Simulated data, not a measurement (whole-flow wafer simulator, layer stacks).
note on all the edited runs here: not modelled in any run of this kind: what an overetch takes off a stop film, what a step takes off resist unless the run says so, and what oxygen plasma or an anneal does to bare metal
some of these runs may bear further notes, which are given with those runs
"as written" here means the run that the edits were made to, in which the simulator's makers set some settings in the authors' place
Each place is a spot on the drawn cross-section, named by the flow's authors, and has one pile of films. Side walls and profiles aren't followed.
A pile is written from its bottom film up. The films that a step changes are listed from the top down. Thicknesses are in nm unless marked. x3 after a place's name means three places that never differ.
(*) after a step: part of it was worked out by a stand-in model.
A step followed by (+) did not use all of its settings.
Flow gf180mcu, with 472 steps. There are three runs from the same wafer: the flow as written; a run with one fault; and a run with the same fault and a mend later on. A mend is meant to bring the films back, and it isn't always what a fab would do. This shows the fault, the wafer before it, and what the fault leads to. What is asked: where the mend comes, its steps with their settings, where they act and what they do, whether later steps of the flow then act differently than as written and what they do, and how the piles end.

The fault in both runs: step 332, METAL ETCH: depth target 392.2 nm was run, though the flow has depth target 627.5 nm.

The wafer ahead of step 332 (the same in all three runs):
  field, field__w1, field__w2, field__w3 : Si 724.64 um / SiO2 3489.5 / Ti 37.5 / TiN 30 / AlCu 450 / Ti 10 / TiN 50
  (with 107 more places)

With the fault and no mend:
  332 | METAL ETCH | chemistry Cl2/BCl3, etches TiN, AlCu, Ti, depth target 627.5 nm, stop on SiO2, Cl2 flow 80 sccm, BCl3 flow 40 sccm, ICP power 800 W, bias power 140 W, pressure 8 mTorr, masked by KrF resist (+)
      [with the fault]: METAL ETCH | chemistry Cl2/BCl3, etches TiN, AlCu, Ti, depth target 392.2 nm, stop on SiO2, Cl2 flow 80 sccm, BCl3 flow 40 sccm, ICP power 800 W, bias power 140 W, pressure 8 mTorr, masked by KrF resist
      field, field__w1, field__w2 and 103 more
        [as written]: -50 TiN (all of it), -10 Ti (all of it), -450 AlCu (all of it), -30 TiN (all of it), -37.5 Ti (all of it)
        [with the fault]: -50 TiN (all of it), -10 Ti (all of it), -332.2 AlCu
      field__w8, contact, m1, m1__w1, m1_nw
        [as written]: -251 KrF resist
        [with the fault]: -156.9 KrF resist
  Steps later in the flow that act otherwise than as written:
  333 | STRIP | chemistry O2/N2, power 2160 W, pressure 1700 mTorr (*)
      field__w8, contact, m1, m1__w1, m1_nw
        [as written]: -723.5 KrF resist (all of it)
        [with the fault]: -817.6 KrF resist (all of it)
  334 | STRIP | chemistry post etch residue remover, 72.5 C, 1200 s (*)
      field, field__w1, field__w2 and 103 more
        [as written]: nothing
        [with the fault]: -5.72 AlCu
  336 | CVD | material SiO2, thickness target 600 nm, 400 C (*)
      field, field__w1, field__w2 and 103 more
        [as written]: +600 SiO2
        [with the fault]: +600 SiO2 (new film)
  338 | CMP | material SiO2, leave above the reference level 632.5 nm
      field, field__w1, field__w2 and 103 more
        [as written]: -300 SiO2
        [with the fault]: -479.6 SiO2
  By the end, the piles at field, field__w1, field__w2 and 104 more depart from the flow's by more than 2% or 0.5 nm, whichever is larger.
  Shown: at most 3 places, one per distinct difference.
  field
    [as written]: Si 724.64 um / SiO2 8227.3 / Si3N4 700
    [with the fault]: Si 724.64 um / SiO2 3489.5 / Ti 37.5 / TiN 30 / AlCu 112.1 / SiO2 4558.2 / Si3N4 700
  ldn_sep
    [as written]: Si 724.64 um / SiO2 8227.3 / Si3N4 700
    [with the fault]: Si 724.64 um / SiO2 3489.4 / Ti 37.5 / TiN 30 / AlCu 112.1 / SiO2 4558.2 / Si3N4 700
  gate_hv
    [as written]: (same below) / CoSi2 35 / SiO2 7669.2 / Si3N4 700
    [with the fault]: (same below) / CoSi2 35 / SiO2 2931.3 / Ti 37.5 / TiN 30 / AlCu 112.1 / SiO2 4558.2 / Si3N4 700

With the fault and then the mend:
  The mend stands after step 334.
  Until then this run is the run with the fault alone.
  334a | DEHYDRATE | 200 C, 60 s (a further turn of the flow's step 325)
      leaves every film unchanged at each place that is followed
  334b | HMDS | 120 C, 60 s (a further turn of the flow's step 326)
      leaves every film unchanged at each place that is followed
  334c | COAT | KrF resist, thickness 1000 nm (*) (a further turn of the flow's step 327)
      iso_ptap_pw, iso_ntap_nw, iso_nw_fld and 33 more
        +1000 KrF resist (new film)
      field_sub__w2, field_sub__w4, gate_nat and 10 more
        +1002.5 KrF resist (new film)
      field__w2, field__w3, field__w12 and 9 more
        +1002.7 KrF resist (new film)
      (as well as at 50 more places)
  334d | SOFTBAKE | KrF resist (a further turn of the flow's step 328)
      leaves every film unchanged at each place that is followed
  334e | EXPOSE | photomask Metal3 (a further turn of the flow's step 329)
      leaves every film unchanged at each place that is followed
  334f | PEB | KrF resist, 135 C, 90 s (a further turn of the flow's step 330)
      field__w1, field__w2, field__w3 and 57 more
        -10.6 KrF resist
      iso_ptap_pw, iso_ntap_nw, iso_nw_fld and 33 more
        -10.5 KrF resist
      gate_hv, sd_p, nw_sep_fld, polyc_n
        -10.7 KrF resist
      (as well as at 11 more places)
  334g | DEVELOP | thickness 1000 nm, 60 s (a further turn of the flow's step 331)
      iso_ptap_pw, iso_ntap_nw, iso_nw_fld and 33 more
        -989.5 KrF resist (all of it)
      field__w12, field_sub, field_sub__w3 and 8 more
        -992.1 KrF resist (all of it)
      field_sub__w2, field_sub__w4, gate_nat and 8 more
        -991.9 KrF resist (all of it)
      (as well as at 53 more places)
  334h | METAL ETCH | chemistry Cl2/BCl3, etches TiN, AlCu, Ti, depth target 235.3 nm, stop on SiO2, Cl2 flow 80 sccm, BCl3 flow 40 sccm, ICP power 800 W, bias power 140 W, pressure 8 mTorr, masked by KrF resist (+) (a further turn of the flow's step 332, with different settings)
      field, field__w1, field__w2 and 103 more
        -112.1 AlCu (all of it), -30 TiN (all of it), -37.5 Ti (all of it)
      field__w8, contact, m1, m1__w1, m1_nw
        -94.1 KrF resist
  334i | STRIP | chemistry O2/N2, power 2160 W, pressure 1700 mTorr (*) (a further turn of the flow's step 333)
      field__w8
        -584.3 KrF resist (all of it)
      contact
        -582.3 KrF resist (all of it)
      m1
        -584.5 KrF resist (all of it)
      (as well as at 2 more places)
  334j | STRIP | chemistry post etch residue remover, 72.5 C, 1200 s (*) (a further turn of the flow's step 334)
      field__w8, contact, m1, m1__w1, m1_nw
        -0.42 TiN
  Every later step of the flow that is run acts as written, at every place that is followed, to within 2% or 0.5 nm, whichever is larger.
  The piles end only slightly different from the flow's at the places that both follow, by no more than 2% or 0.5 nm, whichever is larger.
